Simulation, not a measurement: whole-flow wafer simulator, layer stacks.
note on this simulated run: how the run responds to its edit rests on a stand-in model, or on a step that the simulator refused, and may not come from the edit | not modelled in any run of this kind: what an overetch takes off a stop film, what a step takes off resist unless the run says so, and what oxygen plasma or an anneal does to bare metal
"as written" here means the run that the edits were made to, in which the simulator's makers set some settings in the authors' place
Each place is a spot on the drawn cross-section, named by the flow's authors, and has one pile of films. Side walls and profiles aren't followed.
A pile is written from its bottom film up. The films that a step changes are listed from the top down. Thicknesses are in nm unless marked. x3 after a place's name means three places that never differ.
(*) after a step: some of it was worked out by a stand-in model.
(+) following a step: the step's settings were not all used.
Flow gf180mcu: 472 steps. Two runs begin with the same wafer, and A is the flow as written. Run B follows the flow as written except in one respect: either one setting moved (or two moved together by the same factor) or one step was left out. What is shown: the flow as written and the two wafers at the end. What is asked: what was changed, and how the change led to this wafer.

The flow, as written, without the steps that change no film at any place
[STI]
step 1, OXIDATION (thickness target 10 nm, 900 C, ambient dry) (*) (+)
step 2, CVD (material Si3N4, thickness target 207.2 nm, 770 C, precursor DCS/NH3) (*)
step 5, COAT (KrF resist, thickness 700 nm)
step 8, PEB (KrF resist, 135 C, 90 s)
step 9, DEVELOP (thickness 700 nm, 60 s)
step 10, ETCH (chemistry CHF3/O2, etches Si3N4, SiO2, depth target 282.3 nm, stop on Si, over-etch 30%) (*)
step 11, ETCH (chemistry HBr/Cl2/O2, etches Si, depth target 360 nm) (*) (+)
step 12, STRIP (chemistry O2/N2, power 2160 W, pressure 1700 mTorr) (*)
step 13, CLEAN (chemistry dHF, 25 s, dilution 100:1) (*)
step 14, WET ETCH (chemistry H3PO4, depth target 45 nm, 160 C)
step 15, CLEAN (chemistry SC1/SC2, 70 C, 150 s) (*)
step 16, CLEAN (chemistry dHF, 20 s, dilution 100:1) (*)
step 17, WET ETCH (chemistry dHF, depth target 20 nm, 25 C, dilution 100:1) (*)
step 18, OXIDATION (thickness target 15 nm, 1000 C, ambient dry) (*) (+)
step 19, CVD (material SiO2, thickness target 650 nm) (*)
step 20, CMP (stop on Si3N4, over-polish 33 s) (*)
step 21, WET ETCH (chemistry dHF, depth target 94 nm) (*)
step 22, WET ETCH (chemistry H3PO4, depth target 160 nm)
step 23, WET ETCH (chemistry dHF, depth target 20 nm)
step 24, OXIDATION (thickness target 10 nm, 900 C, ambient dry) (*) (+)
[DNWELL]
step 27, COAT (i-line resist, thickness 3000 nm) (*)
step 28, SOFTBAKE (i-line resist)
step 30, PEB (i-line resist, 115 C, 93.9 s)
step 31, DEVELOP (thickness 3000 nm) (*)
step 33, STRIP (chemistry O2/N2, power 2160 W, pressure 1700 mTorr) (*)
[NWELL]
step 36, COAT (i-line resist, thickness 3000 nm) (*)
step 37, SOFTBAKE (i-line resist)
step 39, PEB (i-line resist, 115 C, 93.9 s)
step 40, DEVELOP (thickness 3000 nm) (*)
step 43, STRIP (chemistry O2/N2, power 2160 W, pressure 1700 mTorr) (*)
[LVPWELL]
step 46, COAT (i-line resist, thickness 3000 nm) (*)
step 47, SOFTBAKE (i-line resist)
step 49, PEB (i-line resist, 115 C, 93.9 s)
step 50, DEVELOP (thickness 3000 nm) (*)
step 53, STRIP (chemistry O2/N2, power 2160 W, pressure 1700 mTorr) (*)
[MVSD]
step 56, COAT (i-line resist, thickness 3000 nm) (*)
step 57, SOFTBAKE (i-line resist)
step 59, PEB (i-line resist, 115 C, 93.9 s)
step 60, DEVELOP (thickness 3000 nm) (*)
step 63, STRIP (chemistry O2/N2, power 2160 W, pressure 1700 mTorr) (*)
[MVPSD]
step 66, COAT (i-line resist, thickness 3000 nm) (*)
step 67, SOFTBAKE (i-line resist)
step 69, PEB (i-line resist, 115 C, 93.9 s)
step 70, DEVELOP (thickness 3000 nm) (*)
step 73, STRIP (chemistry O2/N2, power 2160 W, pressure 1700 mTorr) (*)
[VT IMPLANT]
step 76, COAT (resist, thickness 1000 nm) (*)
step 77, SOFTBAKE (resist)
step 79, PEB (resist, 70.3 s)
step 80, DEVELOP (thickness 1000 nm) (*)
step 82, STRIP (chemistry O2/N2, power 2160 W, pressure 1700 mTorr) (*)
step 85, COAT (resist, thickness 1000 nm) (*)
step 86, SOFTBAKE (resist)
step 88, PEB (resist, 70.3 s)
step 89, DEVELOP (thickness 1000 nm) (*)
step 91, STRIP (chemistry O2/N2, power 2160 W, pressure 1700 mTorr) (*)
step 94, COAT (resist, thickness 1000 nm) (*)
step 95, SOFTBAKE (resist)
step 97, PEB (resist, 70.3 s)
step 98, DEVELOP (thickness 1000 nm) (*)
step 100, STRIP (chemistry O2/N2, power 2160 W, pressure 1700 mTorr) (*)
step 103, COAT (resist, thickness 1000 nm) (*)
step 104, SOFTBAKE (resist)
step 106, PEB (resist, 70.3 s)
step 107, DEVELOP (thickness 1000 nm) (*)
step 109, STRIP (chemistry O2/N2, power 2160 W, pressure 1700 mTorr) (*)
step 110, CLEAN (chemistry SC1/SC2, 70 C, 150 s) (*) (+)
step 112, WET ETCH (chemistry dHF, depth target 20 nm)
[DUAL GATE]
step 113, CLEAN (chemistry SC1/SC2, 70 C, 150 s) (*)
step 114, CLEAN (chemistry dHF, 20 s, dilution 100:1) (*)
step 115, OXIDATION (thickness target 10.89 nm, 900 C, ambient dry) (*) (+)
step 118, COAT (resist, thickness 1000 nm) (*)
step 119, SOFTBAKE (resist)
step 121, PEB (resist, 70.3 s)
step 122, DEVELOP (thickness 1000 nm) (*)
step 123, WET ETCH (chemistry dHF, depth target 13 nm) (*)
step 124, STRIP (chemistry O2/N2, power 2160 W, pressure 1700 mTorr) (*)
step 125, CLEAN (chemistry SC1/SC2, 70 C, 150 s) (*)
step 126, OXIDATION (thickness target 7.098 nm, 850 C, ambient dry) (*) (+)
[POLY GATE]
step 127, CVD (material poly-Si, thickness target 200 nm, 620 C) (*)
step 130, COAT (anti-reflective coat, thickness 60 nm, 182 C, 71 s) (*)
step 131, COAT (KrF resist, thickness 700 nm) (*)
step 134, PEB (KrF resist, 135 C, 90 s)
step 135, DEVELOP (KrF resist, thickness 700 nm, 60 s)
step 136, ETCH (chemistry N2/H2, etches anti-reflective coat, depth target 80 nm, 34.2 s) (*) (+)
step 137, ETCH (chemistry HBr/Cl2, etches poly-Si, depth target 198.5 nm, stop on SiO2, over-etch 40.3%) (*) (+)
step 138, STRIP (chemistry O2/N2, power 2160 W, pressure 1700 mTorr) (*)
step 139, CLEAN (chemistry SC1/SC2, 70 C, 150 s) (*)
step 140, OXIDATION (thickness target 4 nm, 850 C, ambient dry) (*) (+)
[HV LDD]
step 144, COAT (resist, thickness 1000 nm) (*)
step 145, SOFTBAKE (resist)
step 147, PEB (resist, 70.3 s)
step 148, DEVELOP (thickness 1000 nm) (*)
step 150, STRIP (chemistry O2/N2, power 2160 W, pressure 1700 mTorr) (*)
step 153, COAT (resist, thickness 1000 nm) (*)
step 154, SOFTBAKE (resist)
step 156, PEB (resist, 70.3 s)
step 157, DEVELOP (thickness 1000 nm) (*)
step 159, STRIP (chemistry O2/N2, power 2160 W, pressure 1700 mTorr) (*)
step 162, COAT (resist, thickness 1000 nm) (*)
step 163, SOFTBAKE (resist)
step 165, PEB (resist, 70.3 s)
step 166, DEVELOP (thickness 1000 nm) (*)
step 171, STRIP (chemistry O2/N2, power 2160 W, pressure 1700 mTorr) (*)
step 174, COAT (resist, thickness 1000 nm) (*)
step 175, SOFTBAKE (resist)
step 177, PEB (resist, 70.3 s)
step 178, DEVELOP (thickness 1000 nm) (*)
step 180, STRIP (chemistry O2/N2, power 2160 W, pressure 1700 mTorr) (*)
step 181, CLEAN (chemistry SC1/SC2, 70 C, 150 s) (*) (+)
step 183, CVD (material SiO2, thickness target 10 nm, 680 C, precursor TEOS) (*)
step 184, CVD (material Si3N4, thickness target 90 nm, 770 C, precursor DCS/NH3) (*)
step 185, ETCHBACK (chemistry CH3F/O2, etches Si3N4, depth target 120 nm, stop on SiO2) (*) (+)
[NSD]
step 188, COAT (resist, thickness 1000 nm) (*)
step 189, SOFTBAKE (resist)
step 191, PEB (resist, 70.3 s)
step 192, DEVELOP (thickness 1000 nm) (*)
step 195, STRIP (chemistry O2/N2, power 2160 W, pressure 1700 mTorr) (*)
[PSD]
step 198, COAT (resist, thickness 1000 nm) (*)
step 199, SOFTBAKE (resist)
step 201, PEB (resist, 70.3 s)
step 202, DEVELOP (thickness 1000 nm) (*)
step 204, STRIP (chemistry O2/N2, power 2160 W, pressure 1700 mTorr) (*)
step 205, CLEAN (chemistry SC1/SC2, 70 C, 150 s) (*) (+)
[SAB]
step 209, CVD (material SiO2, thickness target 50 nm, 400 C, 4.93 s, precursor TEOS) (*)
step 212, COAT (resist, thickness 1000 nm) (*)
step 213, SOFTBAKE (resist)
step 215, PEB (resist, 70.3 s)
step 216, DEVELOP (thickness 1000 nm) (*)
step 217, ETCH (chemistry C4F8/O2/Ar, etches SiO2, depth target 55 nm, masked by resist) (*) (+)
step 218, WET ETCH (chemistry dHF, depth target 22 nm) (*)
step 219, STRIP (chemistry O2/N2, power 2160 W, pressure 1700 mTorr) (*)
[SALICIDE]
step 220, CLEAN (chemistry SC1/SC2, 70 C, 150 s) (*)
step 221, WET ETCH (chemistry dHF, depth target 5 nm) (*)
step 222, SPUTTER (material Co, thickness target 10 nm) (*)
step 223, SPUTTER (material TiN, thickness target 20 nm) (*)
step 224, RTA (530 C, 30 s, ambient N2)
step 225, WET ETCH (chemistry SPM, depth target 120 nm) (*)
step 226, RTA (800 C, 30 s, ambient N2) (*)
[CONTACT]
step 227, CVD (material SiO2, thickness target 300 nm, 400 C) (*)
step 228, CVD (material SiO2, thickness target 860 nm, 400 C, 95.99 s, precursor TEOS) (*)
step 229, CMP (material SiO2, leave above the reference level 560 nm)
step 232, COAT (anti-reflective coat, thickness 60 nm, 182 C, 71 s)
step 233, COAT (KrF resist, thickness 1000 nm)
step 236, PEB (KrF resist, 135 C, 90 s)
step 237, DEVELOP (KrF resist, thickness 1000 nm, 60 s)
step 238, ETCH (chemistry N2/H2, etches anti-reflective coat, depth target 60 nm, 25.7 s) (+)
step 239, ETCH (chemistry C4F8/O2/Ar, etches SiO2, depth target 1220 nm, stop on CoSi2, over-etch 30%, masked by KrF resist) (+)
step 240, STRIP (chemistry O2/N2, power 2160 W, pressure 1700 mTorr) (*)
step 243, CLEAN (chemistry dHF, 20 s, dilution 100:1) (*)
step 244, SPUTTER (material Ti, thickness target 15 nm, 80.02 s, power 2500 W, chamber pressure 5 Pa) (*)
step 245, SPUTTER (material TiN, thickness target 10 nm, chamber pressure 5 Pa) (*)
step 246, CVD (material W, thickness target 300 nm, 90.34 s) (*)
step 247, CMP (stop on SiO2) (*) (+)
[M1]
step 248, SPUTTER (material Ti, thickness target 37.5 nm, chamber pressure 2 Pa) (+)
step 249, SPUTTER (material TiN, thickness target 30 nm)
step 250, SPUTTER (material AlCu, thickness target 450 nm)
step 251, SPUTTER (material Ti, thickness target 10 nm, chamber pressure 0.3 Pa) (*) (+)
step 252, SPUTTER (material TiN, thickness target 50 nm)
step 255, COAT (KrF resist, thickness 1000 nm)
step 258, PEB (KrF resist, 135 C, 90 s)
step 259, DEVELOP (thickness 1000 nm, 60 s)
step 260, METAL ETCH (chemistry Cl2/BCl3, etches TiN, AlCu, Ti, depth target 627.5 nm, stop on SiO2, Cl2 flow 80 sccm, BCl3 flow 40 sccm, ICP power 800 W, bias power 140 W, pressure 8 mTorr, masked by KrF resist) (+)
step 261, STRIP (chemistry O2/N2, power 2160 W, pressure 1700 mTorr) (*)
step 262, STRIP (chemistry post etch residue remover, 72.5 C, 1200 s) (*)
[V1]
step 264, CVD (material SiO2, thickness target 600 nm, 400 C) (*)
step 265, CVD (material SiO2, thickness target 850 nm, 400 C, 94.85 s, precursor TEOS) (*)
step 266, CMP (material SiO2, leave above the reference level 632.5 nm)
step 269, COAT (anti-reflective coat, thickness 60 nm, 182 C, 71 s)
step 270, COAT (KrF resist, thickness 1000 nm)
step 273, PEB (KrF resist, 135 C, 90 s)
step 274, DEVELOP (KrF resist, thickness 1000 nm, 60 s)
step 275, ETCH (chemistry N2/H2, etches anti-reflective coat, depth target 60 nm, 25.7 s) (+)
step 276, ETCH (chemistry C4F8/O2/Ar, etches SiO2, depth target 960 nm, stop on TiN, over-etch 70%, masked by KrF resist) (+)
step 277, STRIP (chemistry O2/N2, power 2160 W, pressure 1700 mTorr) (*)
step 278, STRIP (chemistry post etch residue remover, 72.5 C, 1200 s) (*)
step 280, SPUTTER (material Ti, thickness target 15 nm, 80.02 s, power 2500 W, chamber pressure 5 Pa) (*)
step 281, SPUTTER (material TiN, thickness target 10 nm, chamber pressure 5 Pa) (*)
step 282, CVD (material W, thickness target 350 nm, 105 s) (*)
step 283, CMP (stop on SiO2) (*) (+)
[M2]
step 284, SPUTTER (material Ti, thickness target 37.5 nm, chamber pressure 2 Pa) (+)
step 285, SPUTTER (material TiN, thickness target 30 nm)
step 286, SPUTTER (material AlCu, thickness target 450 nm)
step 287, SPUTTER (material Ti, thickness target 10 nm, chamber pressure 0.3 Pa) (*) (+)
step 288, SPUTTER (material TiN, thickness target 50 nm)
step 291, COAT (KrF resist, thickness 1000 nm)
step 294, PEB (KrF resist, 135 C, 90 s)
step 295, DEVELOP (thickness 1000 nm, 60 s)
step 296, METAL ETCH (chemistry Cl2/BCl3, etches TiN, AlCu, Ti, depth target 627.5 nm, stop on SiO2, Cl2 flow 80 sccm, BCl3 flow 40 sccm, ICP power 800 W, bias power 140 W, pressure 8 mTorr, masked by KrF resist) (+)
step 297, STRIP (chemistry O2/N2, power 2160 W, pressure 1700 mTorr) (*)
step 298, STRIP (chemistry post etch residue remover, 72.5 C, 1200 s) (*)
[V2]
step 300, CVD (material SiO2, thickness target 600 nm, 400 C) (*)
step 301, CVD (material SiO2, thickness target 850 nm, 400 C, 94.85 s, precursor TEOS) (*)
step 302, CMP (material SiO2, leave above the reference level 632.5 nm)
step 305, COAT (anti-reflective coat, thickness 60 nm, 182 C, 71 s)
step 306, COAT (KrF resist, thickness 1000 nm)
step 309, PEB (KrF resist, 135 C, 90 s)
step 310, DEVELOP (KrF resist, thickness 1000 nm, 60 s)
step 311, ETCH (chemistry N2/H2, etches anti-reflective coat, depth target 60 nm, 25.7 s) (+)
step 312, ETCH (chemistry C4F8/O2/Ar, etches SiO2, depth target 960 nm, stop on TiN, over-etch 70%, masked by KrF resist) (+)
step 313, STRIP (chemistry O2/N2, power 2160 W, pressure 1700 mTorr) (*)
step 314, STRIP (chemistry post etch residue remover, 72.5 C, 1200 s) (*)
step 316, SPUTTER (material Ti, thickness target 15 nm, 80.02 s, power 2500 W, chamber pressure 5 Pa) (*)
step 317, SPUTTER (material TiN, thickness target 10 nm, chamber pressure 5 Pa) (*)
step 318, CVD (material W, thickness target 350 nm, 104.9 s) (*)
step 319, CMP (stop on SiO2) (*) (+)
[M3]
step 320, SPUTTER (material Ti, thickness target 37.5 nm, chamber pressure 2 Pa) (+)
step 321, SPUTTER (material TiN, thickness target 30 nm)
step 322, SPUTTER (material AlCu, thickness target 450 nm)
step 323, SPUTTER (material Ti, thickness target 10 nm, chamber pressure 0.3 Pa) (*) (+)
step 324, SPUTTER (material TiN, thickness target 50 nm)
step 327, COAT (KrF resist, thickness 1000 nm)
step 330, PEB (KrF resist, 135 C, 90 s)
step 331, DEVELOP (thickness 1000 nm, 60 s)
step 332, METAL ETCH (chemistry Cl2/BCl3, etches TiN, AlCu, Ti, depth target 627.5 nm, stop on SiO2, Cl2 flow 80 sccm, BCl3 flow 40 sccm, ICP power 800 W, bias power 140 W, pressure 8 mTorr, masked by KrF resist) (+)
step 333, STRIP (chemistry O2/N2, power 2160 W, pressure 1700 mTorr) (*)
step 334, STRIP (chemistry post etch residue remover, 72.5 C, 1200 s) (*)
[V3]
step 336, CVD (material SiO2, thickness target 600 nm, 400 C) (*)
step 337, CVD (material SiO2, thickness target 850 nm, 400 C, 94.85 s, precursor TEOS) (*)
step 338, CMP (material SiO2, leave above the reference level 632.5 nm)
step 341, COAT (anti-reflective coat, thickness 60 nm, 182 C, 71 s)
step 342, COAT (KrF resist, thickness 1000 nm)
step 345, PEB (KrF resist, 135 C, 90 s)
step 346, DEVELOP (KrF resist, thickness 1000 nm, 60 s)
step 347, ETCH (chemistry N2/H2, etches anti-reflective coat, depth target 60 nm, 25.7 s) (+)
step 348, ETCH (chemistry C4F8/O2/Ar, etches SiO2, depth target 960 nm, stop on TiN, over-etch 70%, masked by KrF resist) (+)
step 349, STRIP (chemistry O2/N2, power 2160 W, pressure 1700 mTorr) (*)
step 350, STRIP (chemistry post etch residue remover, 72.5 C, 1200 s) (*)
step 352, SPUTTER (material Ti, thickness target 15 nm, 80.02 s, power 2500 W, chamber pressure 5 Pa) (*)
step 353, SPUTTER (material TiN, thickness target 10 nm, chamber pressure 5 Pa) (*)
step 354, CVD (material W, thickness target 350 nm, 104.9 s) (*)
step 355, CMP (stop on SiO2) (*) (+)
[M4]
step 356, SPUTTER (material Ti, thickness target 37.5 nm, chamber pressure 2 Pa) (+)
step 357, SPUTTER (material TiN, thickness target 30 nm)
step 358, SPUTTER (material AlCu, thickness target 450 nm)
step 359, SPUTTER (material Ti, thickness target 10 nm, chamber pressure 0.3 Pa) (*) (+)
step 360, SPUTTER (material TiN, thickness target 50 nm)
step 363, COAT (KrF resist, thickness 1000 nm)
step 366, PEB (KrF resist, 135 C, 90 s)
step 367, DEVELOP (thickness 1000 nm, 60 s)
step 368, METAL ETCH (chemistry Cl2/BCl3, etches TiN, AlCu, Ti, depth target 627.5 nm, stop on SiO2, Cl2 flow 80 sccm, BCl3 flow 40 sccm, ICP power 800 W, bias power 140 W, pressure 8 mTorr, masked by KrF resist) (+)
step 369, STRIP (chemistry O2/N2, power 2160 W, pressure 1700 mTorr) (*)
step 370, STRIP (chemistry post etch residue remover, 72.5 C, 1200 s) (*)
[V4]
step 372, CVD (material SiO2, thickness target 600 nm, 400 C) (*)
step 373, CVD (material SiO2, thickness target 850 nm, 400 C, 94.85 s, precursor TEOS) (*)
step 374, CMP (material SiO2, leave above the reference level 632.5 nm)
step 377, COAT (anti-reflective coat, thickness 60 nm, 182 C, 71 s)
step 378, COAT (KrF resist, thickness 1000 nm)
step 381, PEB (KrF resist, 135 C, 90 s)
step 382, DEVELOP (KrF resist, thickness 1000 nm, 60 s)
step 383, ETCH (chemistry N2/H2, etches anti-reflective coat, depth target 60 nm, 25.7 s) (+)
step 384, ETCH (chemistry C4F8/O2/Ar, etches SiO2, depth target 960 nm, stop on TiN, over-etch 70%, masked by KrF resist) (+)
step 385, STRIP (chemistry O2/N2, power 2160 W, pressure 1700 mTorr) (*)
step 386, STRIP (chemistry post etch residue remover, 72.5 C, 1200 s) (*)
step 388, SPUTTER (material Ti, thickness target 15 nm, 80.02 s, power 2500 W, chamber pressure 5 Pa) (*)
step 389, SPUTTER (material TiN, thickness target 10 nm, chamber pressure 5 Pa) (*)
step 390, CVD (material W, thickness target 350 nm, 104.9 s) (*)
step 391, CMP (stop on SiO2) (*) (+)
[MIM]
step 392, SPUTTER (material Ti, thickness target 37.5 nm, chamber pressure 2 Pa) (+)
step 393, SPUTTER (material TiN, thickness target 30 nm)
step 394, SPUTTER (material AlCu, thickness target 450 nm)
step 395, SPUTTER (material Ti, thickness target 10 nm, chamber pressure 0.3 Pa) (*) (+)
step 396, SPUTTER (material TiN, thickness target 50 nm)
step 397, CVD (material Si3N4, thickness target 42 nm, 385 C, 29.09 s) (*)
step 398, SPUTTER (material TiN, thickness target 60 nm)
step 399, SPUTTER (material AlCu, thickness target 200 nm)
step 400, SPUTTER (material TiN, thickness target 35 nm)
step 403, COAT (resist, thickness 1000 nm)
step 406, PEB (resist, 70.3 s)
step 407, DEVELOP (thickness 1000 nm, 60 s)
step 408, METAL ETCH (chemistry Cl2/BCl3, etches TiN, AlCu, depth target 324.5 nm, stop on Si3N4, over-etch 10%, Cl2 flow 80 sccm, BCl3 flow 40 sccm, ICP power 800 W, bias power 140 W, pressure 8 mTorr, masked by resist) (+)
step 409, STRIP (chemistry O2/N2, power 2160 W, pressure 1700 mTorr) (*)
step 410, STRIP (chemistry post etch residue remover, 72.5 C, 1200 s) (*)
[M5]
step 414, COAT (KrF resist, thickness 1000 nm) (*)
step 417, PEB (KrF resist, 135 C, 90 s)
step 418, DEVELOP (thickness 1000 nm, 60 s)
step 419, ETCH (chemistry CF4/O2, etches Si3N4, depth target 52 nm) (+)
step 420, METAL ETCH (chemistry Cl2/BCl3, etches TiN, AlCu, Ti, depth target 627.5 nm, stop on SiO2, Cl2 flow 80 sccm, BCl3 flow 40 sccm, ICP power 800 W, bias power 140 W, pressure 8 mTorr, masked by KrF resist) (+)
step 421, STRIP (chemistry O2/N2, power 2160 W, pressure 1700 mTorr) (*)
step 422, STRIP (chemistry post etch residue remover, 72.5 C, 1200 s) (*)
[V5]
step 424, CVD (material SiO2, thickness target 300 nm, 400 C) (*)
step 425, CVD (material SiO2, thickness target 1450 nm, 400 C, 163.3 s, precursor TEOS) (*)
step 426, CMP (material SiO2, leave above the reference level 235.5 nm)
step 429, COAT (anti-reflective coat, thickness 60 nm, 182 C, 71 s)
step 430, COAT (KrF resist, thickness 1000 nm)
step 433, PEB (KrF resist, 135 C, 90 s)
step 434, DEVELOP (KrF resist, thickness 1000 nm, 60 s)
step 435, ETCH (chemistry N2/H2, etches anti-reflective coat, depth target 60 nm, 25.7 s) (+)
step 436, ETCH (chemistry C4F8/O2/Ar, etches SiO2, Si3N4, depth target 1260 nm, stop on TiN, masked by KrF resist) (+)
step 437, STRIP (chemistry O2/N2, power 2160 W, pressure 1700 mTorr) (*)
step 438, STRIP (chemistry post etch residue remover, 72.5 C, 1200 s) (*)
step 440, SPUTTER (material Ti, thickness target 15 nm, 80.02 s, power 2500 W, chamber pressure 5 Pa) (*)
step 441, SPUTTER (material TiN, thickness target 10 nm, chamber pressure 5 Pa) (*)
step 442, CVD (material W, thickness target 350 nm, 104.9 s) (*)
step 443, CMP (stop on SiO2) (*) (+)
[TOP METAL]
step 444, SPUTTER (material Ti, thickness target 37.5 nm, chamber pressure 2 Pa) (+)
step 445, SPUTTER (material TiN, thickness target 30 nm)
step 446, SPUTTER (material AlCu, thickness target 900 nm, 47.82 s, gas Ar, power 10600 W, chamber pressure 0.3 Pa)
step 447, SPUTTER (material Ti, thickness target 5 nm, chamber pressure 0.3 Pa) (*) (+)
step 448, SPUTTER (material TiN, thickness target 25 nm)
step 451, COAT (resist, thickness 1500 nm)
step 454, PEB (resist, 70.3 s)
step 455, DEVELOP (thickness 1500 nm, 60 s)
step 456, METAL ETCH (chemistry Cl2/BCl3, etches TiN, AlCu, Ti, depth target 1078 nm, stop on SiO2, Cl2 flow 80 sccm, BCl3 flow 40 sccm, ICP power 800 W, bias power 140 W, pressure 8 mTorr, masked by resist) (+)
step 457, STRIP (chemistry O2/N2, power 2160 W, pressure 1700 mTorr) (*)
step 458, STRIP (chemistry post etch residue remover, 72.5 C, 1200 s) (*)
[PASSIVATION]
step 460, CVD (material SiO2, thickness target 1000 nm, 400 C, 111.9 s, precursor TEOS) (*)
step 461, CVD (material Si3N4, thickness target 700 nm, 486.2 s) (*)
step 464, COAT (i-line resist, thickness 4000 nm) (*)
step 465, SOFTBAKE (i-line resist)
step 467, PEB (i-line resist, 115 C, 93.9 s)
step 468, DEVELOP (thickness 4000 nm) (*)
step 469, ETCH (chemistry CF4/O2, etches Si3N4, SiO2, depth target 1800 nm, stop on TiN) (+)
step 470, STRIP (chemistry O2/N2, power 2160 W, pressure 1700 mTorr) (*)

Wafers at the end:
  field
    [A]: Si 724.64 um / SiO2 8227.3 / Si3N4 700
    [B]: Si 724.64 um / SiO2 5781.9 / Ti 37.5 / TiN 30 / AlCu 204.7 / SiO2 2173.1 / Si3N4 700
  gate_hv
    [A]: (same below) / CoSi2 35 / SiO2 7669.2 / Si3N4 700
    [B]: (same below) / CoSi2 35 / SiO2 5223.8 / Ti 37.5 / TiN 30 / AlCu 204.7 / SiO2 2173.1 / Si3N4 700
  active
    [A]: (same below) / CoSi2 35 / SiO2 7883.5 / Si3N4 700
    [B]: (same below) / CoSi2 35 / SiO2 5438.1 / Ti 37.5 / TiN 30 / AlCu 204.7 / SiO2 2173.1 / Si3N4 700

The reason: step 420, METAL ETCH: depth target 298.1 nm was run, while the flow as written has depth target 627.5 nm.

How this came from the change, step by step:
  step 420, METAL ETCH (chemistry Cl2/BCl3, etches TiN, AlCu, Ti, depth target 627.5 nm, stop on SiO2, Cl2 flow 80 sccm, BCl3 flow 40 sccm, ICP power 800 W, bias power 140 W, pressure 8 mTorr, masked by KrF resist) (+)
      field, field__w1, field__w2 and 101 more: A -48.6 TiN (all of it), -10 Ti (all of it), -450 AlCu (all of it), -30 TiN (all of it), -37.5 Ti (all of it) | B -48.6 TiN (all of it), -10 Ti (all of it), -239.5 AlCu
      field__w4, field__w8, contact, m1, m1__w1, mim, mim_1p0, m1_nw: A -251 KrF resist | B -119.2 KrF resist
  step 421, STRIP (chemistry O2/N2, power 2160 W, pressure 1700 mTorr) (*)
      field__w8, m1__w1: A -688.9 KrF resist (all of it) | B -820.6 KrF resist (all of it)
      contact, m1: A -689.3 KrF resist (all of it) | B -821.1 KrF resist (all of it)
      (and at 4 other places as well)
  step 422, STRIP (chemistry post etch residue remover, 72.5 C, 1200 s) (*)
      field, field__w1, field__w2 and 101 more: A nothing | B -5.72 AlCu
  step 424, CVD (material SiO2, thickness target 300 nm, 400 C) (*)
      field, field__w1, field__w2 and 101 more: A +300 SiO2 | B +300 SiO2 (new film)
  step 426, CMP (material SiO2, leave above the reference level 235.5 nm)
      field, field__w1, field__w5 and 92 more: A -300.8 SiO2 | B -573.1 SiO2
      field__w2, field__w3, field__w12 and 6 more: A -272.7 SiO2 | B -557.3 SiO2
If metal films that touch count as one body, field has 1 body; the flow as written gives 0 bodies.
If metal films that touch count as one body, gate_hv has 2 bodies (between them, from the top down: SiO2 5223.8); the flow as written gives 1 body.
If metal films that touch count as one body, active has 2 bodies (between them, from the top down: SiO2 5438.1); the flow as written gives 1 body.
